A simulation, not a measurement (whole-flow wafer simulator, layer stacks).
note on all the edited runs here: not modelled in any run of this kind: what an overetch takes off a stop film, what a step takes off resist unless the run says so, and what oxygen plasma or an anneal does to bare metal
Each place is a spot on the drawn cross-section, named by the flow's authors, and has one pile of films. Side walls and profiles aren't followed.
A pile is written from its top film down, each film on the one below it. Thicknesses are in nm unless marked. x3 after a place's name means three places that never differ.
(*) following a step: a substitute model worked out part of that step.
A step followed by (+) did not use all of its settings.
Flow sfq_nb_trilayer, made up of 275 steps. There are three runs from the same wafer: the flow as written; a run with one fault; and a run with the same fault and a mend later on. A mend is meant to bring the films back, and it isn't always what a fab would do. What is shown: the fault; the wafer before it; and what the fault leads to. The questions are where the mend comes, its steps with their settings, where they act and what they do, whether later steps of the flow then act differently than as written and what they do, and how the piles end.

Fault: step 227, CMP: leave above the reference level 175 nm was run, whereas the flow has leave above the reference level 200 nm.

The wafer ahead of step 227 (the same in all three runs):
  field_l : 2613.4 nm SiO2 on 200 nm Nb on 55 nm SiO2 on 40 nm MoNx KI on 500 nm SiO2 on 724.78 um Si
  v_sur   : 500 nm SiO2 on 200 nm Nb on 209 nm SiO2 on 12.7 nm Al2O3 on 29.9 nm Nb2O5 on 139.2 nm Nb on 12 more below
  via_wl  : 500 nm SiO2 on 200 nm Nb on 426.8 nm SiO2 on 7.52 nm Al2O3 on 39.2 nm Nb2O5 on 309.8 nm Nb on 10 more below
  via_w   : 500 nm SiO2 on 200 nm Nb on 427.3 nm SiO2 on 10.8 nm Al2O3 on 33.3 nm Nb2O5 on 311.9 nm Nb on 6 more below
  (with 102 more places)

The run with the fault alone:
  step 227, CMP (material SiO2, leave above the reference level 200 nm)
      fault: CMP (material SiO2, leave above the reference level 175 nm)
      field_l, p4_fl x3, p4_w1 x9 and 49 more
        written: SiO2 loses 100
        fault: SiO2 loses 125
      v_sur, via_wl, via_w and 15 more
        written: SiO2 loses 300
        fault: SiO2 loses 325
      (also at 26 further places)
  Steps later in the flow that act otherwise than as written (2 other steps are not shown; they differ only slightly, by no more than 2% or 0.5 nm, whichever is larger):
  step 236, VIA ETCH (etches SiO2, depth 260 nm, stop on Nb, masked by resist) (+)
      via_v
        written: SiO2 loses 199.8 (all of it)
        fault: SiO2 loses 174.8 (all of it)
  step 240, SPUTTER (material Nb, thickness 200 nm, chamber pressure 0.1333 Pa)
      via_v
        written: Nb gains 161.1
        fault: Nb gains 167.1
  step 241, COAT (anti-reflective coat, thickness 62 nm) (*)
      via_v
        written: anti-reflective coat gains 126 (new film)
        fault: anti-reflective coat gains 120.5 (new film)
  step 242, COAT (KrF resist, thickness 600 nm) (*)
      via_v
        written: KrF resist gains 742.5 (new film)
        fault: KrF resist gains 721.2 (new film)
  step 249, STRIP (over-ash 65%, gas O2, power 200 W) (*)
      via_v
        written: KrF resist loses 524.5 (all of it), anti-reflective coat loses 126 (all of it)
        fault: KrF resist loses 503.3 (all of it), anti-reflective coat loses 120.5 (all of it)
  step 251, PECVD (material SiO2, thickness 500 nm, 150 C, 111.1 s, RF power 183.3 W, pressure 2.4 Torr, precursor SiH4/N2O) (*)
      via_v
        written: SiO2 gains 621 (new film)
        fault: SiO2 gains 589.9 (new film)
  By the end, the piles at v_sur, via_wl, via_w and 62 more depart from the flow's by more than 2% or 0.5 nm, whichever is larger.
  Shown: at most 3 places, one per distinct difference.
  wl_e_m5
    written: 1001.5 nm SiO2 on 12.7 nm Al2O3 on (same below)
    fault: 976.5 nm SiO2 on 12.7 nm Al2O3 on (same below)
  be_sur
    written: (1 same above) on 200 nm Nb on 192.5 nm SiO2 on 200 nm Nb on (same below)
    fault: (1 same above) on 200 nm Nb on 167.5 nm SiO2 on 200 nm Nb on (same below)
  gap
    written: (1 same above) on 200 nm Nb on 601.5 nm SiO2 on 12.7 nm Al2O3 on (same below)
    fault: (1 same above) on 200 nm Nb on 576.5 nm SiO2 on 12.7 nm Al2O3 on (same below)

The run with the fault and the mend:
  The mend follows step 234.
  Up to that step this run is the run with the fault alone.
  step 234a, STRIP (over-ash 65%, gas O2, power 200 W) (*)
      field_l, v_sur, via_wl and 102 more
        KrF resist loses 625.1 (all of it), anti-reflective coat loses 62 (all of it)
      via_v
        anti-reflective coat loses 62 (all of it)
  step 234b, PECVD (material SiO2, thickness 25 nm, 150 C, 5.556 s, RF power 183.3 W, pressure 2.4 Torr, precursor SiH4/N2O) (the flow's step 226, run once more with other settings)
      field_l, v_sur, via_wl and 103 more
        SiO2 gains 25
  step 234c, COAT (anti-reflective coat, thickness 62 nm) (the flow's step 229, run once more)
      field_l, v_sur, via_wl and 103 more
        anti-reflective coat gains 62 (new film)
  step 234d, COAT (KrF resist, thickness 650 nm) (the flow's step 230, run once more)
      field_l, v_sur, via_wl and 103 more
        KrF resist gains 650 (new film)
  step 234e, SOFTBAKE (KrF resist) (the flow's step 231, run once more)
      does not change any film at any place that is followed
  step 234f, EXPOSE (photomask I6, dose 11.91 mJ/cm2, NA 0.6, wavelength 248 nm) (*) (the flow's step 232, run once more)
      does not change any film at any place that is followed
  step 234g, PEB (KrF resist, 90 s) (the flow's step 233, run once more)
      field_l, v_sur, via_wl and 103 more
        KrF resist loses 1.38
  step 234h, DEVELOP (KrF resist, thickness 650 nm, 60 s) (the flow's step 234, run once more)
      field_l, v_sur, via_wl and 102 more
        KrF resist loses 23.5
      via_v
        KrF resist loses 648.6 (all of it)
  None of the later steps of the flow differs from how it acts as written, at any place that is followed, by more than 2% or 0.5 nm, whichever is larger.
  By the end, the piles equal the flow's at every place that both follow.
